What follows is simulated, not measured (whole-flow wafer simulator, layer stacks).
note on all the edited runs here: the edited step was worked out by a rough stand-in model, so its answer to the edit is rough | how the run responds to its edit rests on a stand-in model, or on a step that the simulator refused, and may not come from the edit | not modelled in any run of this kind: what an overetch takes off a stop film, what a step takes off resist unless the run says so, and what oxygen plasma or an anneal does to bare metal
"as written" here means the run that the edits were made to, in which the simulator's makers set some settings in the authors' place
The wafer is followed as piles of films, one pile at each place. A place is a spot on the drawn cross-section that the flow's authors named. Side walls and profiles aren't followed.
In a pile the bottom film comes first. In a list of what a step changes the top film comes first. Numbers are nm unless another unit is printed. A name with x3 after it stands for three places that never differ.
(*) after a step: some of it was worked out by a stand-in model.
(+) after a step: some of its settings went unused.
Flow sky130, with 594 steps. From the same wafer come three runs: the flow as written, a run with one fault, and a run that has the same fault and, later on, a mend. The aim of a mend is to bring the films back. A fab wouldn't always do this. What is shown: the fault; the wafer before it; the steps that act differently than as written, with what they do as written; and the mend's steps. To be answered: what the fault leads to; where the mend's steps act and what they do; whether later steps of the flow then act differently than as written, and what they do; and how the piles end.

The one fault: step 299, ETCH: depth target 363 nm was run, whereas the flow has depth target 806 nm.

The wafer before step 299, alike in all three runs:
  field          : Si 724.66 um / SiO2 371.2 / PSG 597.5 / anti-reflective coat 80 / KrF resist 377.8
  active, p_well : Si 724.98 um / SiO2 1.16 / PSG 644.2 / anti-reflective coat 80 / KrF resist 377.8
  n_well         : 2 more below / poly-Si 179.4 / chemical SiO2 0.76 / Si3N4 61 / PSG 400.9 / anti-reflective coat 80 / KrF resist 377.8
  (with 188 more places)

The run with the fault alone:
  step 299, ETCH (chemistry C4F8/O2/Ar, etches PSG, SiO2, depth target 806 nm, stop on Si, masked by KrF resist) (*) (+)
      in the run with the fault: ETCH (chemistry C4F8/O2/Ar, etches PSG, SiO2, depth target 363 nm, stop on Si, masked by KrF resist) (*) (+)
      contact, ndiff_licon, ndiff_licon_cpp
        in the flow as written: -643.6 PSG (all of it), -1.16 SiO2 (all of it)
        in the run with the fault: -363 PSG
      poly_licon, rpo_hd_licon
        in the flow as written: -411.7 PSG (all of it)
        in the run with the fault: -363 PSG
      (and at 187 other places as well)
  Steps further on in the flow that do not act as written (not shown: 2 more steps that differ only slightly, by at most 2% or 0.5 nm, whichever is larger):
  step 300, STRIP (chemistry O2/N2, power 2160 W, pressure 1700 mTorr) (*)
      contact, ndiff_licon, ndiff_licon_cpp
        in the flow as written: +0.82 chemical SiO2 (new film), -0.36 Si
        in the run with the fault: nothing
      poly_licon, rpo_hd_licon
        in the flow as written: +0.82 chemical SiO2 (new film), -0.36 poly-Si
        in the run with the fault: nothing
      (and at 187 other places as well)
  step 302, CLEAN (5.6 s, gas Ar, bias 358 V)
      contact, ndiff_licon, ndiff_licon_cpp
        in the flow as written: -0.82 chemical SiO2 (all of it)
        in the run with the fault: -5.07 PSG
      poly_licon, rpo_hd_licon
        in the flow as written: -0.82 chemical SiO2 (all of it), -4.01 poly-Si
        in the run with the fault: -5.07 PSG
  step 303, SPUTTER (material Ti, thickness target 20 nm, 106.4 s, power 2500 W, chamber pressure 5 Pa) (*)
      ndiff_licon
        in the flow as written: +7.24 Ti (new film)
        in the run with the fault: +11 Ti (new film)
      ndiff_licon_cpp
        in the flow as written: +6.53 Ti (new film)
        in the run with the fault: +11 Ti (new film)
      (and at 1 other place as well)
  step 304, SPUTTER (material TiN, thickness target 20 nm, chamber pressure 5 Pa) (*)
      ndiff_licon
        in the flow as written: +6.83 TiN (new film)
        in the run with the fault: +10.6 TiN (new film)
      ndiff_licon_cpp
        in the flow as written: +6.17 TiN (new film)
        in the run with the fault: +10.6 TiN (new film)
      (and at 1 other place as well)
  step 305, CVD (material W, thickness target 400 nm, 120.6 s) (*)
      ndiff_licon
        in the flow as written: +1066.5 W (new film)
        in the run with the fault: +782 W (new film)
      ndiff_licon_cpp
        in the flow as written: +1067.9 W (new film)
        in the run with the fault: +782 W (new film)
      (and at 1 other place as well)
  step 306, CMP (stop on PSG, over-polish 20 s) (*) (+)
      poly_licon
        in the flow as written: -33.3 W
        in the run with the fault: -81.3 W
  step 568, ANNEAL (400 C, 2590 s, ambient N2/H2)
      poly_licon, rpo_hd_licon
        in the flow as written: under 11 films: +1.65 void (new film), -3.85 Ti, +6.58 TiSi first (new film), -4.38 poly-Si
        in the run with the fault: nothing
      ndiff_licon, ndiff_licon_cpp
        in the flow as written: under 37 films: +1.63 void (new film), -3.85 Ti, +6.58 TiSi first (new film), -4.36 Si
        in the run with the fault: nothing
  By the end, the piles at poly_licon, ndiff_licon, ndiff_licon_cpp, rpo_hd_licon depart from the flow's by more than 2% or 0.5 nm, whichever is larger.
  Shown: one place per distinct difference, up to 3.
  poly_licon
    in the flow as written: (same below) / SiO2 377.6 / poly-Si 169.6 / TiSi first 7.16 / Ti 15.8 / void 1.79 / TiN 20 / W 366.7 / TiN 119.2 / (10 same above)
    in the run with the fault: (same below) / SiO2 377.6 / poly-Si 178.7 / PSG 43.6 / Ti 20 / TiN 20 / W 318.7 / TiN 119.2 / (10 same above)
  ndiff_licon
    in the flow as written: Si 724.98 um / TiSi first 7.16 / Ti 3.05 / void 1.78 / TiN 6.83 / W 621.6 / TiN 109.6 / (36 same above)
    in the run with the fault: Si 724.98 um / SiO2 1.16 / PSG 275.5 / Ti 11 / TiN 10.6 / W 337.1 / TiN 109.6 / (36 same above)
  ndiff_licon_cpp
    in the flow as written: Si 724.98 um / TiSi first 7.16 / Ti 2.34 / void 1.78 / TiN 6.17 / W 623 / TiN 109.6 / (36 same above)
    in the run with the fault: Si 724.98 um / SiO2 1.16 / PSG 275.5 / Ti 11 / TiN 10.6 / W 337 / TiN 109.6 / (36 same above)

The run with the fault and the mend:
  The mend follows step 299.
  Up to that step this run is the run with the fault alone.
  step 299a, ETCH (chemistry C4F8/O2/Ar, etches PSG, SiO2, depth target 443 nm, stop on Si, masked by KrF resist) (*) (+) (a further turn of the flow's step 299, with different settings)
      field, active, n_well and 184 more
        -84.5 KrF resist
      contact, ndiff_licon, ndiff_licon_cpp
        -280.6 PSG (all of it), -1.16 SiO2 (all of it)
      poly_licon, rpo_hd_licon
        -48.7 PSG (all of it)
  None of the later steps of the flow differs from how it acts as written, at any place that is followed, by more than 2% or 0.5 nm, whichever is larger.
  The piles end only slightly different from the flow's at the places that both follow, by no more than 2% or 0.5 nm, whichever is larger.
